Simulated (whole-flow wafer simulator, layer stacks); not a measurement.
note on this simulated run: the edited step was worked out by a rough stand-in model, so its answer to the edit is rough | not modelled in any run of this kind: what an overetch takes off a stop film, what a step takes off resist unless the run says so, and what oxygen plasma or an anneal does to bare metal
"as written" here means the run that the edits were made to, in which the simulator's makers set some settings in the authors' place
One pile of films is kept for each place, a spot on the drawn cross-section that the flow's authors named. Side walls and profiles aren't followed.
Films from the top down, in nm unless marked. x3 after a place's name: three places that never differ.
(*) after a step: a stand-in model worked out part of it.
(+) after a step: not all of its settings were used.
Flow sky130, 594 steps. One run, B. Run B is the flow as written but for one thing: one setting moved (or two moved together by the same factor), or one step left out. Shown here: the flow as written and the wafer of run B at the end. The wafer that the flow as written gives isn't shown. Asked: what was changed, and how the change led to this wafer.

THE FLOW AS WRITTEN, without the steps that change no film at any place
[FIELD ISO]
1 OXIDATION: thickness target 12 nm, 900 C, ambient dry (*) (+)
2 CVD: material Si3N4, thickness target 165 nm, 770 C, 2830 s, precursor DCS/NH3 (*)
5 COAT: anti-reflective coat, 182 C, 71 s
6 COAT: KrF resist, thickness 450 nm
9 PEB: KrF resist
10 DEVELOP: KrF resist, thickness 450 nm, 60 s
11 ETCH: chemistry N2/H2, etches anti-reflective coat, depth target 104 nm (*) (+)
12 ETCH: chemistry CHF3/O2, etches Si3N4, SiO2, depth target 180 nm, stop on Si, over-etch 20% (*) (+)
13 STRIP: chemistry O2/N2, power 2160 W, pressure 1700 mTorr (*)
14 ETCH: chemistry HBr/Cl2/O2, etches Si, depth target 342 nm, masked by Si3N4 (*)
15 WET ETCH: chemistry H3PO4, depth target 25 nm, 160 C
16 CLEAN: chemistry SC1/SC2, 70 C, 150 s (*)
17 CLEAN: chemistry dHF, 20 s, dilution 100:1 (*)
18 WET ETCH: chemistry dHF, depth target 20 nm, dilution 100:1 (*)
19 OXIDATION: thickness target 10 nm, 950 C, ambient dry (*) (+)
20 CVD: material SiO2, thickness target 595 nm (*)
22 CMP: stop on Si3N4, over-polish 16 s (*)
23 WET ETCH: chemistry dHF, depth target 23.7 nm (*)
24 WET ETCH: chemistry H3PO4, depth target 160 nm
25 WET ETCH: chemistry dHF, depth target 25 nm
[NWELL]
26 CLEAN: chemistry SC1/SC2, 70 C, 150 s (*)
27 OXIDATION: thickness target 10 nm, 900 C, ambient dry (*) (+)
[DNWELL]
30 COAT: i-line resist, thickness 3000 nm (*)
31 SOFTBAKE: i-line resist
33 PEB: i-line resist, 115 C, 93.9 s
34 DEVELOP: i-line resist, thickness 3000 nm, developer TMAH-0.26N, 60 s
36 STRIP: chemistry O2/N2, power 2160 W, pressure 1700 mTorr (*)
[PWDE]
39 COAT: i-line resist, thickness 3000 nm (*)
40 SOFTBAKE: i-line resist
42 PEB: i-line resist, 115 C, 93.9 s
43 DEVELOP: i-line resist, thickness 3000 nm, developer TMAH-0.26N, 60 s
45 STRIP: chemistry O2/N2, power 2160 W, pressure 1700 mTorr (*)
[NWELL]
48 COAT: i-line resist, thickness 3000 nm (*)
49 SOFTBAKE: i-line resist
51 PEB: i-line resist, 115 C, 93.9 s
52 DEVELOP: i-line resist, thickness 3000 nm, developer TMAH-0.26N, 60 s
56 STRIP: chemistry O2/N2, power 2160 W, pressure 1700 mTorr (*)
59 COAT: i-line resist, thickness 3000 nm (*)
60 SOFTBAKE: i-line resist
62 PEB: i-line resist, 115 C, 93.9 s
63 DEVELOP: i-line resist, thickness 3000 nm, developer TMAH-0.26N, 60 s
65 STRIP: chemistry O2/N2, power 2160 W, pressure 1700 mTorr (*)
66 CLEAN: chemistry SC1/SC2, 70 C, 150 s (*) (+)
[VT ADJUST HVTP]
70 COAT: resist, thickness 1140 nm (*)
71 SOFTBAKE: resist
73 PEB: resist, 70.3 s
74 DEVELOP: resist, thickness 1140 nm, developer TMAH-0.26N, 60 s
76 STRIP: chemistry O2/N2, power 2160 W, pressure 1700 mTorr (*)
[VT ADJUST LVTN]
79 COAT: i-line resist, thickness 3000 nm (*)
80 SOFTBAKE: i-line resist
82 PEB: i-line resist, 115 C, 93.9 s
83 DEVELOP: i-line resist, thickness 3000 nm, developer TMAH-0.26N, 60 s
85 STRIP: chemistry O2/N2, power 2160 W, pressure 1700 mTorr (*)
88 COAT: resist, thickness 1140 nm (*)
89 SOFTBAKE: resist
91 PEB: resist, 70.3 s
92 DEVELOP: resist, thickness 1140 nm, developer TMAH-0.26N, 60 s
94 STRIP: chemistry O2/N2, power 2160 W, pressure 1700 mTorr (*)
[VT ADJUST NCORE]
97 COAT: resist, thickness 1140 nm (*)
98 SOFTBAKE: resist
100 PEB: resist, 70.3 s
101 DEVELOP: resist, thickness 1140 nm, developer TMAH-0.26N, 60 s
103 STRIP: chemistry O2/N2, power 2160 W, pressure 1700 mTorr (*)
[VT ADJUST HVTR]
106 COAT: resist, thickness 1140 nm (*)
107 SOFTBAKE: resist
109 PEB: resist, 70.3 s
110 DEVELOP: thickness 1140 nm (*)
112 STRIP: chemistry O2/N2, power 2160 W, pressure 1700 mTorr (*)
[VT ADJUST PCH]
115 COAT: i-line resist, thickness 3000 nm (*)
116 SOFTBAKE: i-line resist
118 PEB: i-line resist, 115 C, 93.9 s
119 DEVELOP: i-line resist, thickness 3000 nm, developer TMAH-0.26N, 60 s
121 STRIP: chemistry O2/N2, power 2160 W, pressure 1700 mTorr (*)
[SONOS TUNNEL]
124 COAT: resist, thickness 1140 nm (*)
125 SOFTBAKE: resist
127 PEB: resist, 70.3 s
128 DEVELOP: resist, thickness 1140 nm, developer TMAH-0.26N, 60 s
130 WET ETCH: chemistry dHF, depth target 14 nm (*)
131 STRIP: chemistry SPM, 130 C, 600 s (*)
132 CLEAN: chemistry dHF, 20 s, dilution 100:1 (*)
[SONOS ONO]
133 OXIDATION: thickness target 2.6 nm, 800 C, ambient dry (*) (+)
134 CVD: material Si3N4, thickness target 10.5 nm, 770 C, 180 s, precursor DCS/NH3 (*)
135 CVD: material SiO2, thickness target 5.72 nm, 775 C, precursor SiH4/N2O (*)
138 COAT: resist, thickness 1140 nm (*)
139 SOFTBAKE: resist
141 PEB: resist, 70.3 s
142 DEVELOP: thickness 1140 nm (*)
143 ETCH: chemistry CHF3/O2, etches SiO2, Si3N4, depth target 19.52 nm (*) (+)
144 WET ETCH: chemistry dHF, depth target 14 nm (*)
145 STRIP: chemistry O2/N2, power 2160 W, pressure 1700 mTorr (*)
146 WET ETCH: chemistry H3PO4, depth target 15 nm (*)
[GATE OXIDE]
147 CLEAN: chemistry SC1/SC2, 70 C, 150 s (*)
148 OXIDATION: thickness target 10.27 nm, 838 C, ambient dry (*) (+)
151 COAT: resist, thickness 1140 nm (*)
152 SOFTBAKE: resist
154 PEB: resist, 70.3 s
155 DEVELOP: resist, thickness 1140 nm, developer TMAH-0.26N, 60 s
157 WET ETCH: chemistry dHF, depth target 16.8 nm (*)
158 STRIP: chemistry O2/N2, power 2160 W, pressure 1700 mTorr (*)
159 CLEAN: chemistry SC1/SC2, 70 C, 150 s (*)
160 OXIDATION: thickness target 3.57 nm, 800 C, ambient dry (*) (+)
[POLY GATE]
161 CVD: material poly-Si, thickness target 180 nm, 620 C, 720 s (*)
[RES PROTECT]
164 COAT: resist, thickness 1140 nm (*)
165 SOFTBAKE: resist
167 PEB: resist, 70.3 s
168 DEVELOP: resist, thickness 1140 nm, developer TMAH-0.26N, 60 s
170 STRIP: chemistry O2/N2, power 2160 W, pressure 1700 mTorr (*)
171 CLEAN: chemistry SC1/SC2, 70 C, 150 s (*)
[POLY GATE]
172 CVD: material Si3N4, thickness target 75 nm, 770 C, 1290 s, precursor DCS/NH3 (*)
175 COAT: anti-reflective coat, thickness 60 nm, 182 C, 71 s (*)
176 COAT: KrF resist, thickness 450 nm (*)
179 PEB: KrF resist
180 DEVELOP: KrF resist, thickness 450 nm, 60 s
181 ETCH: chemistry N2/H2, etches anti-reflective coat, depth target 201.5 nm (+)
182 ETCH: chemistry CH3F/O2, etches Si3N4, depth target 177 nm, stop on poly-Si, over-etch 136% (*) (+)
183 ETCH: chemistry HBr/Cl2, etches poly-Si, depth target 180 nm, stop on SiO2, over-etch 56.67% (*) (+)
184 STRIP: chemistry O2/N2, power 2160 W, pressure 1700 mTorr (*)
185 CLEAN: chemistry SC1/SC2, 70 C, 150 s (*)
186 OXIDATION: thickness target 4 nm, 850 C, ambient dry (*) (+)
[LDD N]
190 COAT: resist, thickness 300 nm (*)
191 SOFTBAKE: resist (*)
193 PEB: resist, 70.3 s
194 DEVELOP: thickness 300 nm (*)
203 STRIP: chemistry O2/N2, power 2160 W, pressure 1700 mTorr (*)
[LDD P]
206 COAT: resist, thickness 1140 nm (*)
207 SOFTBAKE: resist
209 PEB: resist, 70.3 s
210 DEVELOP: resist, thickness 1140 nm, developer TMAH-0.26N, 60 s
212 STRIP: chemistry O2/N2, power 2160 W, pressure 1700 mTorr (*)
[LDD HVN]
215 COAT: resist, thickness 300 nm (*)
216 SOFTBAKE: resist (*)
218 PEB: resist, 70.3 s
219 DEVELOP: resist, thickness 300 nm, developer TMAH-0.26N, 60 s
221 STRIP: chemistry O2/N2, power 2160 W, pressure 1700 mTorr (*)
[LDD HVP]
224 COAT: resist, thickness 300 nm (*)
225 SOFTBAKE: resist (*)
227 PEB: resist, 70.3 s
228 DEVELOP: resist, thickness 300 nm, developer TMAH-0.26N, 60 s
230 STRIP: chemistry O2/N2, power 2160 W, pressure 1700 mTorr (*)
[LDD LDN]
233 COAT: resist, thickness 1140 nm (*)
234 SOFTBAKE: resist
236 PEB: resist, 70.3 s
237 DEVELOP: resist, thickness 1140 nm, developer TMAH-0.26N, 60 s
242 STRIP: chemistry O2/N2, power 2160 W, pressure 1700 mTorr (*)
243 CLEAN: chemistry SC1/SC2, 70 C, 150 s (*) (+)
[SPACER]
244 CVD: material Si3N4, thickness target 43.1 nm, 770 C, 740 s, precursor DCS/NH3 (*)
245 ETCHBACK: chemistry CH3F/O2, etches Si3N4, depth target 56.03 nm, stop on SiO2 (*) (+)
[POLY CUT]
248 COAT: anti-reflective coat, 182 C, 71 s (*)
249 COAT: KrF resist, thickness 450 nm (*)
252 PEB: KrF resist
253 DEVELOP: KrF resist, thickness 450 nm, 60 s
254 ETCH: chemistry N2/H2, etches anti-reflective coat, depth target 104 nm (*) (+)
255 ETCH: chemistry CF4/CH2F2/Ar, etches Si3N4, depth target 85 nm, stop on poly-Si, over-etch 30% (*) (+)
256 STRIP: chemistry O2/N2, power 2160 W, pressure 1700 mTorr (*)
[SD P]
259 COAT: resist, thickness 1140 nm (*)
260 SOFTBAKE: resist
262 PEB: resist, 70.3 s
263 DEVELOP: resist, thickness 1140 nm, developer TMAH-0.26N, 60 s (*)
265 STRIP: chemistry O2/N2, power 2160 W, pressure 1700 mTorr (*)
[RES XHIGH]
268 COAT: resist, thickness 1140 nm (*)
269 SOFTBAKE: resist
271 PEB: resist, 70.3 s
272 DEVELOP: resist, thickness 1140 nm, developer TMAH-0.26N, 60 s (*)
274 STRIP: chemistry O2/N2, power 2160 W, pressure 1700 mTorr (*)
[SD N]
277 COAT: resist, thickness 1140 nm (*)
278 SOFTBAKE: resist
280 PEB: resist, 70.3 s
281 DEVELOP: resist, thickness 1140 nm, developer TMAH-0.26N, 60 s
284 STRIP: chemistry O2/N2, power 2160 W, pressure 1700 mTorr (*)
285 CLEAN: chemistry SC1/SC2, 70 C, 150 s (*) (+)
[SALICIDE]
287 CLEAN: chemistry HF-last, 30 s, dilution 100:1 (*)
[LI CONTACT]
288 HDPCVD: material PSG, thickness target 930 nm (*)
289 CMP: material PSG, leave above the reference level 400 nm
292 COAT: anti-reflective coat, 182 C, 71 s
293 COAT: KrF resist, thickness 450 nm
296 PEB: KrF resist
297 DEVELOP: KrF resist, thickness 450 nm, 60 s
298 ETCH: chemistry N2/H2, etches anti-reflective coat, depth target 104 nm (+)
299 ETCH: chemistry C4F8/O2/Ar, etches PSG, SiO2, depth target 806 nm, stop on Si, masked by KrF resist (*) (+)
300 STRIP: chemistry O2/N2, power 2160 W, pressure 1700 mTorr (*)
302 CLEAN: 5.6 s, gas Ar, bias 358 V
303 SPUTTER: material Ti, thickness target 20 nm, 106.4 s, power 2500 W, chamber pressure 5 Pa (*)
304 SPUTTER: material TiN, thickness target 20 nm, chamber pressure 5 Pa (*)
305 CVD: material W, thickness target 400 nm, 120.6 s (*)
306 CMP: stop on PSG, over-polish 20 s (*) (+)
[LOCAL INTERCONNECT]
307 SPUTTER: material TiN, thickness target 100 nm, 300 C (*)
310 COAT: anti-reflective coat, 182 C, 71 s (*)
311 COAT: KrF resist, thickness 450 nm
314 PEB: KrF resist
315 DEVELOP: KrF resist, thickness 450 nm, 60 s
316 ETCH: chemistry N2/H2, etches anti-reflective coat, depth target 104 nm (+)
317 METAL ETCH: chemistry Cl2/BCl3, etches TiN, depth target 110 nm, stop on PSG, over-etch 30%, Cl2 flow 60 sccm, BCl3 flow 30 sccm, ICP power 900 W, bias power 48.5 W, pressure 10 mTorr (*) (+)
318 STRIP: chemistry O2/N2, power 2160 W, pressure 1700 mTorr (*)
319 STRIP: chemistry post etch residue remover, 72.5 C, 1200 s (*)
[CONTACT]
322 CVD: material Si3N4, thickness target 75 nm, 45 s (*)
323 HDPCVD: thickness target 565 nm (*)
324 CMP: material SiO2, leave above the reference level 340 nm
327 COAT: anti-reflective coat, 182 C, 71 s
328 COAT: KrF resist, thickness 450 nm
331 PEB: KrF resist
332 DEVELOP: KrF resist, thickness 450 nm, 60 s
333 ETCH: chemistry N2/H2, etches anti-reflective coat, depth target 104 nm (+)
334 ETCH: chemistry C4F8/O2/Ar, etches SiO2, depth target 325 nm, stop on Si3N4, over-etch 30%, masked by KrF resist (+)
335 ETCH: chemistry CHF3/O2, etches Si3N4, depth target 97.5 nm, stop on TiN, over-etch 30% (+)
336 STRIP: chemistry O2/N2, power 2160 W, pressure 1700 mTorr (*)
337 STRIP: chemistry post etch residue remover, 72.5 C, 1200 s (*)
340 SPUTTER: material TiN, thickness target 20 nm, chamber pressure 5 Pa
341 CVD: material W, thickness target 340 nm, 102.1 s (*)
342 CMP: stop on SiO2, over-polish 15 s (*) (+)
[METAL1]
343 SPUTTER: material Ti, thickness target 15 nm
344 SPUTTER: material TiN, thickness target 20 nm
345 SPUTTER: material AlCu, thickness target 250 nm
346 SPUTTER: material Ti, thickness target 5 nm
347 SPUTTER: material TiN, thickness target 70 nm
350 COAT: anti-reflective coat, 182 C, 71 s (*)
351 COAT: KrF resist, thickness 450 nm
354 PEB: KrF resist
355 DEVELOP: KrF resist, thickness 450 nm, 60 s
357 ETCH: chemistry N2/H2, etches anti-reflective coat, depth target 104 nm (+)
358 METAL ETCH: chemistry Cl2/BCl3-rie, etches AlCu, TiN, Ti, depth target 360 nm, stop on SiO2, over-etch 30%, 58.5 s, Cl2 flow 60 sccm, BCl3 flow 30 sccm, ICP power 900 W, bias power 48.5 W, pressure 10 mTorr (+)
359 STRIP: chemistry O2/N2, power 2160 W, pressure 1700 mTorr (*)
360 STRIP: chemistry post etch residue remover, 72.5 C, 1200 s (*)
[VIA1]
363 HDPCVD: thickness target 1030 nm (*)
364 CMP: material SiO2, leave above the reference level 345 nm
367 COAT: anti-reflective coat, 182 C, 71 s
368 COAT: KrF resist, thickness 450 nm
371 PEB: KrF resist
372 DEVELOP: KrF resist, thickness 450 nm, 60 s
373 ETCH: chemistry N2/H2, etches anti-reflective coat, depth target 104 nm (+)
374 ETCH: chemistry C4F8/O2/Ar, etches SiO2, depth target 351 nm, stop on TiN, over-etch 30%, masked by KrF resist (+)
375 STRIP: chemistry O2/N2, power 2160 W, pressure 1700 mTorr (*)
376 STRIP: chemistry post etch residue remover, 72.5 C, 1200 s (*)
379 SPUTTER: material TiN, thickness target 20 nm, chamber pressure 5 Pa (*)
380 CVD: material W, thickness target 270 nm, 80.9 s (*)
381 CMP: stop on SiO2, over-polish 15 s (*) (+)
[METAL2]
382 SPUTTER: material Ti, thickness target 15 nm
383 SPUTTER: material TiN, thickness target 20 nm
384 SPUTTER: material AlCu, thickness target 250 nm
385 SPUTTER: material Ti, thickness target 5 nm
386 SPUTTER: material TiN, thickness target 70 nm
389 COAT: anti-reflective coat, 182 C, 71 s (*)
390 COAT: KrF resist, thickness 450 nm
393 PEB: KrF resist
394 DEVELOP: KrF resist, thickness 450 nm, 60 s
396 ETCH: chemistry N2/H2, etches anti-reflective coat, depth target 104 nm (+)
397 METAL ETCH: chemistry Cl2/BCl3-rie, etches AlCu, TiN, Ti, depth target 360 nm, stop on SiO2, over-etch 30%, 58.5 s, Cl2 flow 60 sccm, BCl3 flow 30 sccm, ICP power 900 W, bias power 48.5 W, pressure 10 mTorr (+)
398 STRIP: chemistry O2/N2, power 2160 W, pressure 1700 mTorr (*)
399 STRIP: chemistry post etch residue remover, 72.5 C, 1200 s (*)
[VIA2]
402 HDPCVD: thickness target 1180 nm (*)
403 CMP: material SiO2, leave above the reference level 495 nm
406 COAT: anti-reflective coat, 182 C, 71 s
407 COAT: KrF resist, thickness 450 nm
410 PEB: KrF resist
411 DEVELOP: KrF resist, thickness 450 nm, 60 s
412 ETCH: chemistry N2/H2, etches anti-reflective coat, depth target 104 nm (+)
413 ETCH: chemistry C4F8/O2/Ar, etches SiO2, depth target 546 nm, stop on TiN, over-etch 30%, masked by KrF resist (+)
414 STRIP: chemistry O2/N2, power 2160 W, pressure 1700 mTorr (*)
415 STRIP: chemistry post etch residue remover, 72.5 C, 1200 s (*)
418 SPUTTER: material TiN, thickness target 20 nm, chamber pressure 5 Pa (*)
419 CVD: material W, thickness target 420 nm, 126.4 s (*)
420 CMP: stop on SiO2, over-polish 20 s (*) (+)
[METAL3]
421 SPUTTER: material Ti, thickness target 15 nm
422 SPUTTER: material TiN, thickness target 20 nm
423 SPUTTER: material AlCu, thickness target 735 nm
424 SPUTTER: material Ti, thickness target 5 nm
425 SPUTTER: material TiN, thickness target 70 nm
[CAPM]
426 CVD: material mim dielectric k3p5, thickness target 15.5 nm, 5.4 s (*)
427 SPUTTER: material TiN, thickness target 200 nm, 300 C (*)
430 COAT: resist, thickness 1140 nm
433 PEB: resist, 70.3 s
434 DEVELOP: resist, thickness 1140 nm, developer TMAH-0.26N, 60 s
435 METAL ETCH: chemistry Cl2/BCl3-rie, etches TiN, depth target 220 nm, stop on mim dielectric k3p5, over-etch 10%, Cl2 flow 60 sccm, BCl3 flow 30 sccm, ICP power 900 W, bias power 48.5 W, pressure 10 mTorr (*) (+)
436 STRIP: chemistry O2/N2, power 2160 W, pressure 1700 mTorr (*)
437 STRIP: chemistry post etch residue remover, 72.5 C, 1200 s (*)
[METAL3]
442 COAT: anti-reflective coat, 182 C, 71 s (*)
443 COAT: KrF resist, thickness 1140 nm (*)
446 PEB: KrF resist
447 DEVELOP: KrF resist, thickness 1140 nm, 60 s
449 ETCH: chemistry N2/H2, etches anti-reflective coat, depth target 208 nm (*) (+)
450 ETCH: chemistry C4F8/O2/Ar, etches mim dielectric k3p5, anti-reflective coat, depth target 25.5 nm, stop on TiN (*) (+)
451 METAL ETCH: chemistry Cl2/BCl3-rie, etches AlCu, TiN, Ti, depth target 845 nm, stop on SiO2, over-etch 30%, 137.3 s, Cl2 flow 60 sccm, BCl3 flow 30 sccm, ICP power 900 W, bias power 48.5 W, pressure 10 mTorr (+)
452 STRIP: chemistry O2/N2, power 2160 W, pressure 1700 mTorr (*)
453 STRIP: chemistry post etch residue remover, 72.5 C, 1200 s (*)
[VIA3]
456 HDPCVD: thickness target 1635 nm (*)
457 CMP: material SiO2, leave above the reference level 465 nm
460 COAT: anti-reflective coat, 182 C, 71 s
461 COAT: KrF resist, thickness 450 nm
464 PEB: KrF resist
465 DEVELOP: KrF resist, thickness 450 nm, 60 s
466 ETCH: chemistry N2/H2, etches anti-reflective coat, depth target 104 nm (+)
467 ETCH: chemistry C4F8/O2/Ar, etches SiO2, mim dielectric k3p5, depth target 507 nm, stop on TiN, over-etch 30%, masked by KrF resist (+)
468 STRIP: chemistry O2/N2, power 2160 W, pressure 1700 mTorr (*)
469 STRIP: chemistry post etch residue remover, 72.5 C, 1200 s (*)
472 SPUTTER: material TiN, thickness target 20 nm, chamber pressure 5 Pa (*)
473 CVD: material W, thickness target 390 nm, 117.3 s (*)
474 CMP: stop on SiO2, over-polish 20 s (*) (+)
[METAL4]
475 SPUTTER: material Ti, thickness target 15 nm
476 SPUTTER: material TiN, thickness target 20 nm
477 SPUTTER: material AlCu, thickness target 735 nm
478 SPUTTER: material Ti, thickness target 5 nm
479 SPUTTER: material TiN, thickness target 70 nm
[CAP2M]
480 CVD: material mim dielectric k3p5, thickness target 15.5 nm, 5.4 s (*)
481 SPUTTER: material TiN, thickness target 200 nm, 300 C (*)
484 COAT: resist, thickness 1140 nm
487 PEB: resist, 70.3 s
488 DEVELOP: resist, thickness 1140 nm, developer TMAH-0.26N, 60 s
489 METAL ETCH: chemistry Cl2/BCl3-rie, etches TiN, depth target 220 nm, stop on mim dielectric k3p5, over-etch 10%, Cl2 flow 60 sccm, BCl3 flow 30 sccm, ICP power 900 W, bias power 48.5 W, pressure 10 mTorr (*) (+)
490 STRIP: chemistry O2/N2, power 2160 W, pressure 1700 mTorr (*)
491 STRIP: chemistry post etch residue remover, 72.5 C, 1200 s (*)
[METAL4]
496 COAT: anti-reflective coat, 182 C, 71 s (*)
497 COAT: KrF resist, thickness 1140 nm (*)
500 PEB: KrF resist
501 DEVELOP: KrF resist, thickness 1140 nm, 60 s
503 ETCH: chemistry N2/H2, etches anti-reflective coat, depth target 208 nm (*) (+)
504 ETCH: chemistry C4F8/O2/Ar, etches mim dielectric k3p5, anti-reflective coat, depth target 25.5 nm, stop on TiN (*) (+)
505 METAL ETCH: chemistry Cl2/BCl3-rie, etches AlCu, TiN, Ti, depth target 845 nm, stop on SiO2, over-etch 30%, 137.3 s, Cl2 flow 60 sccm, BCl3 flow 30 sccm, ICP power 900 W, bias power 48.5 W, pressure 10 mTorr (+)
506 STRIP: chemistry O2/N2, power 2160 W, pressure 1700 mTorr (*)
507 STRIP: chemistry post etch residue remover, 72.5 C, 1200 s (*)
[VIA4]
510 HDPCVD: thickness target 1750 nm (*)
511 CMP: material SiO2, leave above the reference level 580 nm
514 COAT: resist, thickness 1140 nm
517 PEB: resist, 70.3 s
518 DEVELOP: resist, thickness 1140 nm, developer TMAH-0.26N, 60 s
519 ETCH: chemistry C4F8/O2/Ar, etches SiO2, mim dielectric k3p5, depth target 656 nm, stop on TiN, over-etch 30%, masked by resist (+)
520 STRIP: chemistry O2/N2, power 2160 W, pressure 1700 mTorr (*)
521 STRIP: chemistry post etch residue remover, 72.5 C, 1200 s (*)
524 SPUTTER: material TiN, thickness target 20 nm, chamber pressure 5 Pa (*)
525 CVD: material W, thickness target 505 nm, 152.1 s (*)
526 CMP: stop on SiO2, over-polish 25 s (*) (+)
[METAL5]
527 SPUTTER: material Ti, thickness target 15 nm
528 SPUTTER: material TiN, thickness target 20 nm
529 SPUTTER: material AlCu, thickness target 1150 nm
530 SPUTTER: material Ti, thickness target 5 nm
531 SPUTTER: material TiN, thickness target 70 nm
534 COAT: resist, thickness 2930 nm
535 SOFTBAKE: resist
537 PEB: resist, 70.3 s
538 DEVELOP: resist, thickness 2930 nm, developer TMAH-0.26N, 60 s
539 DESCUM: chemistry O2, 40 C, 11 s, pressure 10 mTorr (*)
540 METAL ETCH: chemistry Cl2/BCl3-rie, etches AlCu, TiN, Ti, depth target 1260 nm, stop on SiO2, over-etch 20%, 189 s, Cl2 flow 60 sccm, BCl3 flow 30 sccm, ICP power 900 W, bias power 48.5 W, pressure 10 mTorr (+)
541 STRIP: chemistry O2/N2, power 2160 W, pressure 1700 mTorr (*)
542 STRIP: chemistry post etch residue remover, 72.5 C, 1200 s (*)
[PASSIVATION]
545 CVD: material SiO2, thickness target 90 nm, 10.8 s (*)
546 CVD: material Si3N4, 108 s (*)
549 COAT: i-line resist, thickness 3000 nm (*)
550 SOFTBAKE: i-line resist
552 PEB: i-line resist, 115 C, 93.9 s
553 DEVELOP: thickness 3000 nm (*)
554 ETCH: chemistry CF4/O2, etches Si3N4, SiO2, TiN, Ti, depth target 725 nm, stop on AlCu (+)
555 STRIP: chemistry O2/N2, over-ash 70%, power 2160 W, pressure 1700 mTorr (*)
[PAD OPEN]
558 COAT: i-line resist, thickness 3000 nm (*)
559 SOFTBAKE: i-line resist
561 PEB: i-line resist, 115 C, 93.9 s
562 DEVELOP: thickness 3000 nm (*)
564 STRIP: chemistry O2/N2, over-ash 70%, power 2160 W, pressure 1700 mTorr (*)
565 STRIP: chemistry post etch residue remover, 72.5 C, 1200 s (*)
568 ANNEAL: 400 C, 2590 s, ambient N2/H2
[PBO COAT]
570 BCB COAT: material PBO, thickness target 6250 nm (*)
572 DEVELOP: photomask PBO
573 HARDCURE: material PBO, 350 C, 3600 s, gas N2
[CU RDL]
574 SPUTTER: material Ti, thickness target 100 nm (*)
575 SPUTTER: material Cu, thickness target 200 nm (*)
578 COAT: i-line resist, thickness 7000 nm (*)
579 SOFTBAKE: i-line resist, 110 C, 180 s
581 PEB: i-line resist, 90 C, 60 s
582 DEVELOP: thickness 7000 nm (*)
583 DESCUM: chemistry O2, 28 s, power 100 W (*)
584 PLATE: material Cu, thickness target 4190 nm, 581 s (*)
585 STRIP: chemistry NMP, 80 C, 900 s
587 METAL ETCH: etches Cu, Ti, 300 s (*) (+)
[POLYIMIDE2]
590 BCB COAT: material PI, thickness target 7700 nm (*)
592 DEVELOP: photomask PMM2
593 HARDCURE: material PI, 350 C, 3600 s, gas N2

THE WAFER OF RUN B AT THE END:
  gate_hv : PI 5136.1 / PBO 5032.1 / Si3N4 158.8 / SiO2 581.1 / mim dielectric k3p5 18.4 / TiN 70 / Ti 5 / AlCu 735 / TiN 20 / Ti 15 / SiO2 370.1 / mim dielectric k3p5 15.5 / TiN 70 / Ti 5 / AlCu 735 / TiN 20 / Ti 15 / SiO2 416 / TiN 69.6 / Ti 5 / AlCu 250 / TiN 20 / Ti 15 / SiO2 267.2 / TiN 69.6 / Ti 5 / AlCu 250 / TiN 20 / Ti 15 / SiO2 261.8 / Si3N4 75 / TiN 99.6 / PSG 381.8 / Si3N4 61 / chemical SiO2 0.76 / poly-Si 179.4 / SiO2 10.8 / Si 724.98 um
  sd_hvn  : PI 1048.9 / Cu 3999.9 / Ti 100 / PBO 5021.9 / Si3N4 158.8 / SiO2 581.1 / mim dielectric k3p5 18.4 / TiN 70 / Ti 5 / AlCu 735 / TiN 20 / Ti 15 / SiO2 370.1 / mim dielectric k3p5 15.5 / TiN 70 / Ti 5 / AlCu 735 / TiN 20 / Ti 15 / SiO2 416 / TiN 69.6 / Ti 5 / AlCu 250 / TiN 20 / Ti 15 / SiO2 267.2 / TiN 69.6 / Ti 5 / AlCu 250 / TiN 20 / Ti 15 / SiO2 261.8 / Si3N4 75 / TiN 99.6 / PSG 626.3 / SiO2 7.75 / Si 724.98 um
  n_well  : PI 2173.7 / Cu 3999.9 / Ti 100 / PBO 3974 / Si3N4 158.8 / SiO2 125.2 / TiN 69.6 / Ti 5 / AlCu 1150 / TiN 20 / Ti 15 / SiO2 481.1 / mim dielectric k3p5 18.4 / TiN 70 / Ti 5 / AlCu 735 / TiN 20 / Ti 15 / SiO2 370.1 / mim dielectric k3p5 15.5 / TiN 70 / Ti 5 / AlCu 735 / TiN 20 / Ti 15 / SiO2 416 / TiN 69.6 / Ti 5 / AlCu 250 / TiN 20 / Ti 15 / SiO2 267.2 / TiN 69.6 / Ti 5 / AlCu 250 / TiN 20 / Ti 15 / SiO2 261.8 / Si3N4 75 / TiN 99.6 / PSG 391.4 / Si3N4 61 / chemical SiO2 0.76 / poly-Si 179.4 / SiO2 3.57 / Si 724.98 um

The cause: step 480, CVD: thickness target 18.4 nm was run, where the flow has thickness target 15.5 nm; step 480, CVD: 6.43 s was run, where the flow has 5.4 s.
It can be read off the wafer: gate_hv has mim dielectric k3p5 18.4, and step 480 as written asks for 15.5 nm.

How the change led to this, step by step:
  480 CVD: material mim dielectric k3p5, thickness target 15.5 nm, 5.4 s (*)
      field, active, n_well and 189 more: mim dielectric k3p5 +18.4 (new film) (as written it would be: mim dielectric k3p5 +15.5 (new film))
  504 ETCH: chemistry C4F8/O2/Ar, etches mim dielectric k3p5, anti-reflective coat, depth target 25.5 nm, stop on TiN (*) (+)
      n_well, p_well, gate_hv and 102 more: KrF resist -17 (as written it would be: KrF resist -15.5)
      field, active, gate and 85 more: mim dielectric k3p5 -18.4 (all of it) (as written it would be: mim dielectric k3p5 -15.5 (all of it))
  519 ETCH: chemistry C4F8/O2/Ar, etches SiO2, mim dielectric k3p5, depth target 656 nm, stop on TiN, over-etch 30%, masked by resist (+)
      m1: SiO2 -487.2 (all of it), mim dielectric k3p5 -18.4 (all of it) (as written it would be: SiO2 -490.1 (all of it), mim dielectric k3p5 -15.5 (all of it))
      via4_hole: SiO2 -486.6 (all of it), mim dielectric k3p5 -18.4 (all of it) (as written it would be: SiO2 -489.5 (all of it), mim dielectric k3p5 -15.5 (all of it))
